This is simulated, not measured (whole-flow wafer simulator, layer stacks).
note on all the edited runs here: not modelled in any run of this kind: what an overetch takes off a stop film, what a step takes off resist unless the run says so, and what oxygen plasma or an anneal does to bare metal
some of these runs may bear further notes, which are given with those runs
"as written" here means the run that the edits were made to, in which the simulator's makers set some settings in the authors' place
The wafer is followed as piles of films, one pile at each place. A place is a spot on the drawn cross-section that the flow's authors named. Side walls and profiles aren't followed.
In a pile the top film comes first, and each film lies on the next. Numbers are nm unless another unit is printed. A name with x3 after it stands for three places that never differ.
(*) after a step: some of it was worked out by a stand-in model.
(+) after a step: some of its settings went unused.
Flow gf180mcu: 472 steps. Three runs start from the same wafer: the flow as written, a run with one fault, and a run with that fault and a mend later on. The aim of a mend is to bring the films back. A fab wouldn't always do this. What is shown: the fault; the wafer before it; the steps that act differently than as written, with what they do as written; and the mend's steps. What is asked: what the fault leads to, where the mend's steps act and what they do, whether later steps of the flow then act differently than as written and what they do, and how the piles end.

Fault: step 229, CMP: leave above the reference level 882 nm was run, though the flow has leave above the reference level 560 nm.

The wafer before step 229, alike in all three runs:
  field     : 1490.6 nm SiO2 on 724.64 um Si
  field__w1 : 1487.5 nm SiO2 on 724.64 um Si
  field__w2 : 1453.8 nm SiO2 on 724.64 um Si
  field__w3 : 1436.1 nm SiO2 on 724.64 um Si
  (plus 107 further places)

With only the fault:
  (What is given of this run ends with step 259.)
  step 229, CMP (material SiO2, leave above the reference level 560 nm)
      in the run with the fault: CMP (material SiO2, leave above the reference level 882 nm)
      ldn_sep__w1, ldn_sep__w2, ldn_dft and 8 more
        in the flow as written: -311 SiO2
        in the run with the fault: nothing
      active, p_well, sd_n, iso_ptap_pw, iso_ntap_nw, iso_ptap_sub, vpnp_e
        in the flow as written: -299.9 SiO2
        in the run with the fault: nothing
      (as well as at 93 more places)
  Steps later in the flow that act otherwise than as written (4 more steps, not shown, differ only slightly: by at most 2% or 0.5 nm, whichever is larger):
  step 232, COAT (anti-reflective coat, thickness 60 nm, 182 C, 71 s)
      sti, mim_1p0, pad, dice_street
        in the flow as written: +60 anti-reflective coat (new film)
        in the run with the fault: +51.5 anti-reflective coat (new film)
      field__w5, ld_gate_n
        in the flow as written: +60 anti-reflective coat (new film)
        in the run with the fault: +45.2 anti-reflective coat (new film)
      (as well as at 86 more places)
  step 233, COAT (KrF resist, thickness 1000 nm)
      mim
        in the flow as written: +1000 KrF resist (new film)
        in the run with the fault: +1025.2 KrF resist (new film)
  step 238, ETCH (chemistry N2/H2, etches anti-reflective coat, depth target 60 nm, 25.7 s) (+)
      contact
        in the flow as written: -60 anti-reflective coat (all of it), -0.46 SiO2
        in the run with the fault: -72.1 anti-reflective coat (all of it), -0.15 SiO2
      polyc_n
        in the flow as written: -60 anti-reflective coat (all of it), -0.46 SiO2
        in the run with the fault: -38.6 anti-reflective coat (all of it), -1.01 SiO2
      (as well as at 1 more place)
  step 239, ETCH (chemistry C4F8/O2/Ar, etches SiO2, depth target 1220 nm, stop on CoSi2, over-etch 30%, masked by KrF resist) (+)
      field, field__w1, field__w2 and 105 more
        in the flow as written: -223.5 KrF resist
        in the run with the fault: -244 KrF resist
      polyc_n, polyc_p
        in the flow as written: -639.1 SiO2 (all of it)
        in the run with the fault: -960.5 SiO2 (all of it)
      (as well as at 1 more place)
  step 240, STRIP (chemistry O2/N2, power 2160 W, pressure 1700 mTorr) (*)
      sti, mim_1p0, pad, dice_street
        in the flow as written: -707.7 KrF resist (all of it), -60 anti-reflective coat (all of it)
        in the run with the fault: -698 KrF resist (all of it), -51.5 anti-reflective coat (all of it)
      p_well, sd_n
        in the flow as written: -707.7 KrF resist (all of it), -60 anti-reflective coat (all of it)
        in the run with the fault: -698 KrF resist (all of it), -48.4 anti-reflective coat (all of it)
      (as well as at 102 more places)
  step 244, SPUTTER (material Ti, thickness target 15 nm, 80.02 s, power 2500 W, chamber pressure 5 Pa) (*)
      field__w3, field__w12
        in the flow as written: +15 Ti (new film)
        in the run with the fault: +14.2 Ti (new film)
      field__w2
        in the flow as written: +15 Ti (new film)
        in the run with the fault: +14.1 Ti (new film)
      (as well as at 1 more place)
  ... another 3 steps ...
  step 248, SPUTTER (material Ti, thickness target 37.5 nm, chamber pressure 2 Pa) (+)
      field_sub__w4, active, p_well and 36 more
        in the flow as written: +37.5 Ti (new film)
        in the run with the fault: +37.5 Ti
  Once step 259 is done, the piles at field, field__w1, field__w2 and 108 more depart from the flow's by more than 2% or 0.5 nm, whichever is larger.
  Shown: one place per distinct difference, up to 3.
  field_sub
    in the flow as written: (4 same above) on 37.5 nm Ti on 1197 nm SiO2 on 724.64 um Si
    in the run with the fault: (4 same above) on 37.5 nm Ti on 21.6 nm W on 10 nm TiN on 15 nm Ti on 1465.9 nm SiO2 on 724.64 um Si
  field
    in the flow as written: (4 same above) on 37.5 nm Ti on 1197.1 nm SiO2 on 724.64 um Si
    in the run with the fault: (4 same above) on 37.5 nm Ti on 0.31 nm W on 10 nm TiN on 15 nm Ti on 1487.1 nm SiO2 on 724.64 um Si
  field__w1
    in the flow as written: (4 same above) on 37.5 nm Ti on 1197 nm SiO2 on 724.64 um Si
    in the run with the fault: (4 same above) on 37.5 nm Ti on 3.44 nm W on 10 nm TiN on 15 nm Ti on 1484 nm SiO2 on 724.64 um Si

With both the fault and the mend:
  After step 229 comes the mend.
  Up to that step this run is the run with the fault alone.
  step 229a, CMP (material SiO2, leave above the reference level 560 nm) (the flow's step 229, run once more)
      field__w5, field__w9, n_well and 35 more
        -322 SiO2
      ldn_sep__w1, ldn_sep__w2, ldn_dft and 8 more
        -311 SiO2
      active, p_well, sd_n, iso_ptap_pw, iso_ntap_nw, iso_ptap_sub, vpnp_e
        -299.9 SiO2
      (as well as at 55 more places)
  Later steps of the flow that are run all act as written at every place that is followed.
  By the end, the piles equal the flow's at every place that both follow.
